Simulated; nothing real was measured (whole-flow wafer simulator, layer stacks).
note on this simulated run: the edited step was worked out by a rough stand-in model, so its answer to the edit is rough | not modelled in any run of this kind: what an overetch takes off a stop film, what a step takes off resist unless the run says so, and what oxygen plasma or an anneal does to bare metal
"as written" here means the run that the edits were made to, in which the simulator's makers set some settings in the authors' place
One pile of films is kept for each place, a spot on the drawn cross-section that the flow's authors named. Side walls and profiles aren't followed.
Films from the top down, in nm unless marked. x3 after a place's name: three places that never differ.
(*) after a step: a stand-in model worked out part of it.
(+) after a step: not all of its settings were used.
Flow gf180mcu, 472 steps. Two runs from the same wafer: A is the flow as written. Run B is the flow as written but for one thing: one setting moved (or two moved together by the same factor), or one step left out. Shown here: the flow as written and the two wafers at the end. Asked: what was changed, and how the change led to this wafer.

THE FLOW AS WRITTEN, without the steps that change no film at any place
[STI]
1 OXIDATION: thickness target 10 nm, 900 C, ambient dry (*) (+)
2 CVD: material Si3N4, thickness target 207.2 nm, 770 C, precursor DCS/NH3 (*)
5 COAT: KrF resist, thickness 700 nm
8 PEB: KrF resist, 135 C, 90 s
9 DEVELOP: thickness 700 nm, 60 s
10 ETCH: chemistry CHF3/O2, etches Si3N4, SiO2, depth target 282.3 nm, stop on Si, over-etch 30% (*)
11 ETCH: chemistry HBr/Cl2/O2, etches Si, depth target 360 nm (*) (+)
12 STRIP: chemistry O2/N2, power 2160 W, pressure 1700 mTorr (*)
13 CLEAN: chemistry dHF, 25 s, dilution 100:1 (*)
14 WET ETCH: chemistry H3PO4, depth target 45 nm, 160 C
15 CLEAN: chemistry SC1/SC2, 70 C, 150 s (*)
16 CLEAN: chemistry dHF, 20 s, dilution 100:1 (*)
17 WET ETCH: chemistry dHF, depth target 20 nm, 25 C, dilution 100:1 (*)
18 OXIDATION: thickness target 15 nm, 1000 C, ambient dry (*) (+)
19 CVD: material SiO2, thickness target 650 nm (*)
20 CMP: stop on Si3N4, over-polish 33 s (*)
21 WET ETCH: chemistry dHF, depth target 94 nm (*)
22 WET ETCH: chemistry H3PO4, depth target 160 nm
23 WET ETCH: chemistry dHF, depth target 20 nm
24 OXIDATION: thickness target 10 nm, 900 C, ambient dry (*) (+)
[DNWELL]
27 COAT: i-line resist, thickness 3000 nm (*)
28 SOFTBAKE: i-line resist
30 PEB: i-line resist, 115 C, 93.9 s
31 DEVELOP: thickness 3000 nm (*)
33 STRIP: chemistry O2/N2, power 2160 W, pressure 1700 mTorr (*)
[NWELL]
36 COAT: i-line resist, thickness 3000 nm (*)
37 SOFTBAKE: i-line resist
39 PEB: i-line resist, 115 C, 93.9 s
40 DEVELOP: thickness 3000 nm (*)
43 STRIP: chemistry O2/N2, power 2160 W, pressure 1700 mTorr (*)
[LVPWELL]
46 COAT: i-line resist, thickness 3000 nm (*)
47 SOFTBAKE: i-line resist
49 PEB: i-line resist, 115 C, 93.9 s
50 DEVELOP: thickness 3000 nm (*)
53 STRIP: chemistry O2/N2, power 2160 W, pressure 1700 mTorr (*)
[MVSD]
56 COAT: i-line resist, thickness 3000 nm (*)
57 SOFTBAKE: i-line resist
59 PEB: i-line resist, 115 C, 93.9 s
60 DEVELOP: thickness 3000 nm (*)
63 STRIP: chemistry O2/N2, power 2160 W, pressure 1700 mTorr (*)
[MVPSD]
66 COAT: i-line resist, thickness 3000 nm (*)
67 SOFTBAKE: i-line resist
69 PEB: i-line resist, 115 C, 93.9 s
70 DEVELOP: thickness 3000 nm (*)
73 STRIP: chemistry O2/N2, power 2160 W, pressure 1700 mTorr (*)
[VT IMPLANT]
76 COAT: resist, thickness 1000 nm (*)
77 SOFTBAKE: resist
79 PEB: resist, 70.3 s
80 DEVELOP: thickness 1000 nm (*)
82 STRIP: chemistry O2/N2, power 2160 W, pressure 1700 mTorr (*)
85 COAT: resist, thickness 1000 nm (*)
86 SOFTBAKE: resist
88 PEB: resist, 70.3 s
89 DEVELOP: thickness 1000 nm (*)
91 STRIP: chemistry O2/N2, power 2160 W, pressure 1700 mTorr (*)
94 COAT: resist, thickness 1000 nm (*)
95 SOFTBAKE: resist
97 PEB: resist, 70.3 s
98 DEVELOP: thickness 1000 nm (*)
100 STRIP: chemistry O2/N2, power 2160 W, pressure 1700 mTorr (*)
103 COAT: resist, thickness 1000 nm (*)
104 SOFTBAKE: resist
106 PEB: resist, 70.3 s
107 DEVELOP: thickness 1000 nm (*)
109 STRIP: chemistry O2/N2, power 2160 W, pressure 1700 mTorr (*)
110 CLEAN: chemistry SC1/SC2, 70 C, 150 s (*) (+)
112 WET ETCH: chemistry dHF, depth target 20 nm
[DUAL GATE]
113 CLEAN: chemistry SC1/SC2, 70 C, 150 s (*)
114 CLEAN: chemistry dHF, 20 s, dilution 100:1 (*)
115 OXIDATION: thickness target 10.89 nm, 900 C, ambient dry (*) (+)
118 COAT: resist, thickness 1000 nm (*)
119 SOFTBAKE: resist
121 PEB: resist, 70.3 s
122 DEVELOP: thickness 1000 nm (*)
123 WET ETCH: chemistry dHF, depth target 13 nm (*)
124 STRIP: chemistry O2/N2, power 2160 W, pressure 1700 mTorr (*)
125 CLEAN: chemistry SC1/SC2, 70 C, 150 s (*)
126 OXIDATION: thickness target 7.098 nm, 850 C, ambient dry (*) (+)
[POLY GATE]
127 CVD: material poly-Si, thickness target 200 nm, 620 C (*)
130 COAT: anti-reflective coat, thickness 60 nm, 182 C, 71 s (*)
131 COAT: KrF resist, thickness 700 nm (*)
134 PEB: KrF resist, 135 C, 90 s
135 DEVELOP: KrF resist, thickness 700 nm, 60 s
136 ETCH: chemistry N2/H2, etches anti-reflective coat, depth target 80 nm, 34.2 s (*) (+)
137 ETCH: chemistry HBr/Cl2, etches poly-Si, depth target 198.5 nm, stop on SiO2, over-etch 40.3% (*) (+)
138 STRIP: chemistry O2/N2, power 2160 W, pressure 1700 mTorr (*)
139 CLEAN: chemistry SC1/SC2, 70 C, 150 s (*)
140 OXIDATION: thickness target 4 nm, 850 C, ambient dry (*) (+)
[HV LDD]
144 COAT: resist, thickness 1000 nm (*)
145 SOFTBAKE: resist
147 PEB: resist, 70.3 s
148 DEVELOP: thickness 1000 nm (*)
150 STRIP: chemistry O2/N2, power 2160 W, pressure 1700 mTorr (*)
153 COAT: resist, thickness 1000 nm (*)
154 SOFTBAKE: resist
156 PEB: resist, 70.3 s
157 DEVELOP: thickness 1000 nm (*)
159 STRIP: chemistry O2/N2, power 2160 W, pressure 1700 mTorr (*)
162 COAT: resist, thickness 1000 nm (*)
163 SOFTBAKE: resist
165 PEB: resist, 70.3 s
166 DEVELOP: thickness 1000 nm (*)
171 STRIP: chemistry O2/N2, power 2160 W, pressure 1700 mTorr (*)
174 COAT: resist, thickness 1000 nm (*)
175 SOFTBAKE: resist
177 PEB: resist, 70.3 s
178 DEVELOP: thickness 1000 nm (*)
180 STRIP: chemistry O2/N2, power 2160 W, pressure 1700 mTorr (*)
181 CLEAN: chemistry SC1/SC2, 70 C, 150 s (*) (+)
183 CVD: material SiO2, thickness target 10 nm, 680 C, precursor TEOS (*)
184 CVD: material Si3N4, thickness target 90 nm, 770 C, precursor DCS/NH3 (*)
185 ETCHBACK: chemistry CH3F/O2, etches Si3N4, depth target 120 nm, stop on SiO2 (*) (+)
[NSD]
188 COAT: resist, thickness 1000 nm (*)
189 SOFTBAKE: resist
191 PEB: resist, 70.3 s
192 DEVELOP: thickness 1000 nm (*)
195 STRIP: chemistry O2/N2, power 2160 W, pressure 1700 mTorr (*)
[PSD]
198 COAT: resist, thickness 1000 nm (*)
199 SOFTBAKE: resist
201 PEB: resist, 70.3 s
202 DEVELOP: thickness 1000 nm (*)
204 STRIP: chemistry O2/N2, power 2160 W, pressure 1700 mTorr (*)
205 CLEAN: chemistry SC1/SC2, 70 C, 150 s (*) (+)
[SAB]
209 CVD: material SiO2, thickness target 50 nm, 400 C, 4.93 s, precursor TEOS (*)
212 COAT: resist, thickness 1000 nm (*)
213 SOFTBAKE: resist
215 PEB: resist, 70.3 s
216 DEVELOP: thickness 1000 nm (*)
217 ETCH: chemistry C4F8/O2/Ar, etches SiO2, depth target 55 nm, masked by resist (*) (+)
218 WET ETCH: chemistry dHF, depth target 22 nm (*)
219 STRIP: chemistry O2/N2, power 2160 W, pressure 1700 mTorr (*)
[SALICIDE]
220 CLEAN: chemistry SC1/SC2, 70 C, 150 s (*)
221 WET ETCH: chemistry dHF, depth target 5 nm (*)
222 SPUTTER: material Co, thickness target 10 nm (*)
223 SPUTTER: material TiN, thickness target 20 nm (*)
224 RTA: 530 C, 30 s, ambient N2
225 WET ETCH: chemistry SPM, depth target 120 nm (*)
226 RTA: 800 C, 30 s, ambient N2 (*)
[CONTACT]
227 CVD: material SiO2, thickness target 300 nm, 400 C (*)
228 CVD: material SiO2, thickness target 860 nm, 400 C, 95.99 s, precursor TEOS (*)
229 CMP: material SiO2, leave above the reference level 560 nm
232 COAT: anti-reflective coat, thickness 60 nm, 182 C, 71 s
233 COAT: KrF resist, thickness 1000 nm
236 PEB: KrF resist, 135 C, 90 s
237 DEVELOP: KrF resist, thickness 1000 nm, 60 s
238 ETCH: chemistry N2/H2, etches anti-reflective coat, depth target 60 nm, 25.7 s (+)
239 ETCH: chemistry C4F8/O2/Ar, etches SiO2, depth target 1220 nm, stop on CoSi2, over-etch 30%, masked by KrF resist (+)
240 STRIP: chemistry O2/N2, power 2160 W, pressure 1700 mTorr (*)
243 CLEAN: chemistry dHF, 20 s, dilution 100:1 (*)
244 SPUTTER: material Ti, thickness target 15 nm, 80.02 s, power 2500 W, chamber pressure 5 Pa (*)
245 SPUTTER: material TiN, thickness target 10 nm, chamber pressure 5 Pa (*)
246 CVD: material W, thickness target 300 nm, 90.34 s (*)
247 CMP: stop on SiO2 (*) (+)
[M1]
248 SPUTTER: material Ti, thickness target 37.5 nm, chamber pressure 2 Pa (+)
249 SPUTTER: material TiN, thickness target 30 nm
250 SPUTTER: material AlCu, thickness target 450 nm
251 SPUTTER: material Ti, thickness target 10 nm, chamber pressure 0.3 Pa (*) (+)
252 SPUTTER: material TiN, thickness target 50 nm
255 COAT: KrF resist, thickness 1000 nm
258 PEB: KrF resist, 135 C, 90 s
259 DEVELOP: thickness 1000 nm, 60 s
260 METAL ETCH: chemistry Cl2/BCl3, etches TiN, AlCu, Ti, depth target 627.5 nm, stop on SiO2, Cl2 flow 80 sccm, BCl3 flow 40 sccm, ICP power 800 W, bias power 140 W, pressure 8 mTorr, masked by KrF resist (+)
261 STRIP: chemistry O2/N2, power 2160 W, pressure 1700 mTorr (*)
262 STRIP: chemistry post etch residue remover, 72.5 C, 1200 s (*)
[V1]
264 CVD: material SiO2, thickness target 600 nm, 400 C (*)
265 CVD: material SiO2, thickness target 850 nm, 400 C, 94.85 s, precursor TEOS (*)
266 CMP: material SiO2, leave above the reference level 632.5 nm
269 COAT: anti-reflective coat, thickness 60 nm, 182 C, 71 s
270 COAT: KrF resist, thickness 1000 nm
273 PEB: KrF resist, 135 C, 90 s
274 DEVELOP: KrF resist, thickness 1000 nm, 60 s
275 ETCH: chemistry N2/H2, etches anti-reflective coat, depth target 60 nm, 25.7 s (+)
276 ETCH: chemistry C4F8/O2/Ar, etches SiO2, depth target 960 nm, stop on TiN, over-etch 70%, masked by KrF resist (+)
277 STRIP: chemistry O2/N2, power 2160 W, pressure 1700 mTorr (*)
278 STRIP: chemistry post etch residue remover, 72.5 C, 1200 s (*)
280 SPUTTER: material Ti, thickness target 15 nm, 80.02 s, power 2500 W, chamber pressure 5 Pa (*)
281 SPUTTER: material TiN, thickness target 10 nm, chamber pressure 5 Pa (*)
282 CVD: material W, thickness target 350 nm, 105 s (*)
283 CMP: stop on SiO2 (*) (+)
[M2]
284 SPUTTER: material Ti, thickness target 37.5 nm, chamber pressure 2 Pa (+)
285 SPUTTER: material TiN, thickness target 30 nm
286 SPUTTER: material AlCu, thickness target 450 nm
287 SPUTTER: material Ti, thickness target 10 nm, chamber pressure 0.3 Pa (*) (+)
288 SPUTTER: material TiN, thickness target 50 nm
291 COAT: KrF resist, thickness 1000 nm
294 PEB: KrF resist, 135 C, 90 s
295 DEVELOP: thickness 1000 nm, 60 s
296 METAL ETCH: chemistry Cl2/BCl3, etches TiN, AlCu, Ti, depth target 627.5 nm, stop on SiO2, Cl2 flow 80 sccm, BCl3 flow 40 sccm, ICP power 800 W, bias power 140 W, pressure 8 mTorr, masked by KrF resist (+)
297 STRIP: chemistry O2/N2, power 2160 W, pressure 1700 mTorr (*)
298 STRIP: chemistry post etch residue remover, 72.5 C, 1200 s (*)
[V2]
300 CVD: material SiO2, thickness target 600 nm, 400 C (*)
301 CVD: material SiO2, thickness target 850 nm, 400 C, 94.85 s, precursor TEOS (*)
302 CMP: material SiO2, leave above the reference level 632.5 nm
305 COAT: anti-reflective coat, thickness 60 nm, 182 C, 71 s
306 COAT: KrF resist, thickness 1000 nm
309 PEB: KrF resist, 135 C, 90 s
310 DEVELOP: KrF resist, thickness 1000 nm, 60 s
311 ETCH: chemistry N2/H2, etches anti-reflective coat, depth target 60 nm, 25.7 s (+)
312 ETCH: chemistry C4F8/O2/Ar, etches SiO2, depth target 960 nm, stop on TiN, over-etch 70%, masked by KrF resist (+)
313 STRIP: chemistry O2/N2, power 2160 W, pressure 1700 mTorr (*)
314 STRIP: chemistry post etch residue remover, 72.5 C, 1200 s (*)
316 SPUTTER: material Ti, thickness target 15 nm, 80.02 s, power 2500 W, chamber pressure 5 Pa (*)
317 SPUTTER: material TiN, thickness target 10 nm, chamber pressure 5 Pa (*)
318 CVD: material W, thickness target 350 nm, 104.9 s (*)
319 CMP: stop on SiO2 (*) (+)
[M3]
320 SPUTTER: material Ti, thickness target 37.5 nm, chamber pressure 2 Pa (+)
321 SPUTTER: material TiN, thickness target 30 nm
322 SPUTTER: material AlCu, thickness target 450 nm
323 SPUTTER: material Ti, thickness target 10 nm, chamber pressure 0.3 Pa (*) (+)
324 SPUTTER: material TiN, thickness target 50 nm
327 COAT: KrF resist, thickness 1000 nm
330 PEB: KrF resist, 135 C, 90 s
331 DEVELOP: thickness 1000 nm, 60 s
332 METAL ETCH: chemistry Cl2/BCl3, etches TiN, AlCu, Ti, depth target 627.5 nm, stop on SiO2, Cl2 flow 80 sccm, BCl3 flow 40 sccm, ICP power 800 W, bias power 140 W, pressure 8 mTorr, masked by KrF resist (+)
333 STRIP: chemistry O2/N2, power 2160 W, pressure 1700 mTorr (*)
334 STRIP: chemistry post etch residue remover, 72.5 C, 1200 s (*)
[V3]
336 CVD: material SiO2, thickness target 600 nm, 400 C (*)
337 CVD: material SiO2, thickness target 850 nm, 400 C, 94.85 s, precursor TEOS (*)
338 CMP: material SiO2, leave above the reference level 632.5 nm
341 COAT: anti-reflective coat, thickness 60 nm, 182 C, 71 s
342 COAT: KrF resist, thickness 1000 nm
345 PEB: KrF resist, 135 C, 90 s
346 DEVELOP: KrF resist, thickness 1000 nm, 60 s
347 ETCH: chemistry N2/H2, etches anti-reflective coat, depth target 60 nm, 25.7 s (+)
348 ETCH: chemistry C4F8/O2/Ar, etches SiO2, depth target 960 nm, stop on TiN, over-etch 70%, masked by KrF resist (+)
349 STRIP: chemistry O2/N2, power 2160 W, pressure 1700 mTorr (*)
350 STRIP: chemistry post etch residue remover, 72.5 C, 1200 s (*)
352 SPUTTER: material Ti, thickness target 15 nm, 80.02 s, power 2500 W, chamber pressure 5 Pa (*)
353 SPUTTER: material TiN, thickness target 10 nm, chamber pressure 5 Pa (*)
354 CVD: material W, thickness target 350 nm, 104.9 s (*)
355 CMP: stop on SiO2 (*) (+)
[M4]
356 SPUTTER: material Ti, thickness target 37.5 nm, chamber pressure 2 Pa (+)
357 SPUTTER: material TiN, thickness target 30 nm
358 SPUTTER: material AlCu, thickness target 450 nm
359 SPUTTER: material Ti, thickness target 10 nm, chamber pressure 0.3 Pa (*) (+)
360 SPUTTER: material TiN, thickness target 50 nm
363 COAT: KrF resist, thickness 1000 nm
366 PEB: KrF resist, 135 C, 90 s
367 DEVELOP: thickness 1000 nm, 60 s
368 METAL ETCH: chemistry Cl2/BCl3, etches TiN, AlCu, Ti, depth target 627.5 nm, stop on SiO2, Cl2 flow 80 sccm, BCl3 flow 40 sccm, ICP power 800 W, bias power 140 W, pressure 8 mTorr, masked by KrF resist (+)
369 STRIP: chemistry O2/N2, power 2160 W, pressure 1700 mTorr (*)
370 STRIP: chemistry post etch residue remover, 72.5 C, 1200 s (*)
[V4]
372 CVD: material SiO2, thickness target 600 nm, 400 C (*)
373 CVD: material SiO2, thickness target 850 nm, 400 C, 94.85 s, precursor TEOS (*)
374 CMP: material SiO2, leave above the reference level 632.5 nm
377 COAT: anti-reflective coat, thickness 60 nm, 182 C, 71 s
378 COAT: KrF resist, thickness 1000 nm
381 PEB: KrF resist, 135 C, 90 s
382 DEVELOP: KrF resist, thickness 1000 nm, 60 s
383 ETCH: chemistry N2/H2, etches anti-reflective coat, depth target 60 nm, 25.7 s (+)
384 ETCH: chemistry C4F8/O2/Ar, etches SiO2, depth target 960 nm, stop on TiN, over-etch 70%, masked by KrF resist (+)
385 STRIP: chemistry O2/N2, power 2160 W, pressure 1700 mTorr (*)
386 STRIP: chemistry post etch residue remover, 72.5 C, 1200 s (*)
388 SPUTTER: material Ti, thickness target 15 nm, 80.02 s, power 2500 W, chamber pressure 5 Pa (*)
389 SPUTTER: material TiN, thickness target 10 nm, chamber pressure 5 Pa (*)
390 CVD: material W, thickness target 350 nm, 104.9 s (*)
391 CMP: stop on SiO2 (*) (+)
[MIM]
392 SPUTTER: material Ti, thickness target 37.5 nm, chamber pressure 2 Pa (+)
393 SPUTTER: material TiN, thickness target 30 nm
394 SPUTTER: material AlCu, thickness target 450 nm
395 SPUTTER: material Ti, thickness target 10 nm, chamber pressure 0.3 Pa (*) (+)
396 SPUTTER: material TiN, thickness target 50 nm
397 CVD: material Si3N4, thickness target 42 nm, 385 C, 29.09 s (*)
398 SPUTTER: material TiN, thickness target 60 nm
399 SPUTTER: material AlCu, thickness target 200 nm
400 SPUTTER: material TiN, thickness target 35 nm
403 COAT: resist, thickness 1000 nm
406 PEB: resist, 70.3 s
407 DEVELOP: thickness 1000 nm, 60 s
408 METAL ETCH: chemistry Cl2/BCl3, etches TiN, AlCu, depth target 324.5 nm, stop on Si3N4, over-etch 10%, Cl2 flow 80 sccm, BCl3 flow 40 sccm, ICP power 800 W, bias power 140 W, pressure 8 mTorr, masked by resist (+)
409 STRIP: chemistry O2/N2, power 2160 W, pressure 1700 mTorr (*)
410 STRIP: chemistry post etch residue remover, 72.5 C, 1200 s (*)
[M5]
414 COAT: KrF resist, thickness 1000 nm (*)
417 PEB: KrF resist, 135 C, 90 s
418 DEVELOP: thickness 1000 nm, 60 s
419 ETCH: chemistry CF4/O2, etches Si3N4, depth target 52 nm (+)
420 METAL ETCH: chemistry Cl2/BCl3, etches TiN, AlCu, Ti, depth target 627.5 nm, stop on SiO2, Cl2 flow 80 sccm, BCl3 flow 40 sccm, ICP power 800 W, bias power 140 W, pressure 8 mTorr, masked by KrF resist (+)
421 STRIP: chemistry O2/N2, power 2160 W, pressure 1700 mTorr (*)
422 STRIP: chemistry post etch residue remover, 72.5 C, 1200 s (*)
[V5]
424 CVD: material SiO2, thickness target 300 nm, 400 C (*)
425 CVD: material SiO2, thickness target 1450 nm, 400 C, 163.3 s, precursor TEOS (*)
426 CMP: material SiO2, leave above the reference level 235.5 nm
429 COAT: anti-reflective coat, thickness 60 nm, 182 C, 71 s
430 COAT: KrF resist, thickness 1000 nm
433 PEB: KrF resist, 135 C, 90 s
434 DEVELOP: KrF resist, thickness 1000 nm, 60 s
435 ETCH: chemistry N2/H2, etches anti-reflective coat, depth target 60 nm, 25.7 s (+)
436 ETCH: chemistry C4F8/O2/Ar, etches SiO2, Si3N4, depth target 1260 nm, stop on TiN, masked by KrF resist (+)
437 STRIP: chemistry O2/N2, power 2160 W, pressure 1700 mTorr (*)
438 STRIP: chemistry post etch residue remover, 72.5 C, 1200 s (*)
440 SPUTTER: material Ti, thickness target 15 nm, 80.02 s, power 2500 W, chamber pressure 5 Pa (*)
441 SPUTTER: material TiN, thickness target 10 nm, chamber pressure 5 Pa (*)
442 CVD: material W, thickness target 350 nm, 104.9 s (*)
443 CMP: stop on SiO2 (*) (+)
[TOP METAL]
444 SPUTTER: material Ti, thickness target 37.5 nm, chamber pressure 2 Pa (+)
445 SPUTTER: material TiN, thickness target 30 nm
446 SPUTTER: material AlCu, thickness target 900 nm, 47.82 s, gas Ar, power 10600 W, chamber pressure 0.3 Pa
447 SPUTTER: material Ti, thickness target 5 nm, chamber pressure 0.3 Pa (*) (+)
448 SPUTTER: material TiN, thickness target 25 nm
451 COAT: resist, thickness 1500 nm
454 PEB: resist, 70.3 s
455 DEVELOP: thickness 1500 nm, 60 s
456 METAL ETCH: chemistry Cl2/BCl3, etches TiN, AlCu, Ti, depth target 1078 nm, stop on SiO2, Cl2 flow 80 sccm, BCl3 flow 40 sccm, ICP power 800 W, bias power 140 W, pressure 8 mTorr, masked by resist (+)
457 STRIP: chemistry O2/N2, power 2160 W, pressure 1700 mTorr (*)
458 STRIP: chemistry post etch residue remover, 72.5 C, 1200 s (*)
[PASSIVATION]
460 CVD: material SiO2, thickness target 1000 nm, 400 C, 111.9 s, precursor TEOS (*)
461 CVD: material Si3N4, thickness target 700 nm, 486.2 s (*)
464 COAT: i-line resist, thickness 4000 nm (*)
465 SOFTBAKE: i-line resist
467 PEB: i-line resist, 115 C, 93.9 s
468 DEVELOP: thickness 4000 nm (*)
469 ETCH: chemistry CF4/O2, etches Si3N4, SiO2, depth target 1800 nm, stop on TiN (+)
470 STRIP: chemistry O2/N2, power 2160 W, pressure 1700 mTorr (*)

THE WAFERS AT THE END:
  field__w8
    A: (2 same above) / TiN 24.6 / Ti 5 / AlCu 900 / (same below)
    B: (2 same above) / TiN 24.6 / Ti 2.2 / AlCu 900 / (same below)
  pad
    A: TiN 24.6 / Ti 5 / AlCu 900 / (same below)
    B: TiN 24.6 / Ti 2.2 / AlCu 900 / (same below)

The cause: step 447, SPUTTER: thickness target 2.2 nm was run, where the flow has thickness target 5 nm.
It can be read off the wafer: field__w8 has Ti 2.2, and step 447 as written asks for 5 nm.

How the change led to this, step by step:
  447 SPUTTER: material Ti, thickness target 5 nm, chamber pressure 0.3 Pa (*) (+)
      field, field__w1, field__w2 and 109 more: A Ti +5 (new film) | B Ti +2.2 (new film)
  456 METAL ETCH: chemistry Cl2/BCl3, etches TiN, AlCu, Ti, depth target 1078 nm, stop on SiO2, Cl2 flow 80 sccm, BCl3 flow 40 sccm, ICP power 800 W, bias power 140 W, pressure 8 mTorr, masked by resist (+)
      field, field__w1, field__w2 and 103 more: A TiN -25 (all of it), Ti -5 (all of it), AlCu -900 (all of it), TiN -30 (all of it), Ti -37.5 (all of it) | B TiN -25 (all of it), Ti -2.2 (all of it), AlCu -900 (all of it), TiN -30 (all of it), Ti -37.5 (all of it)
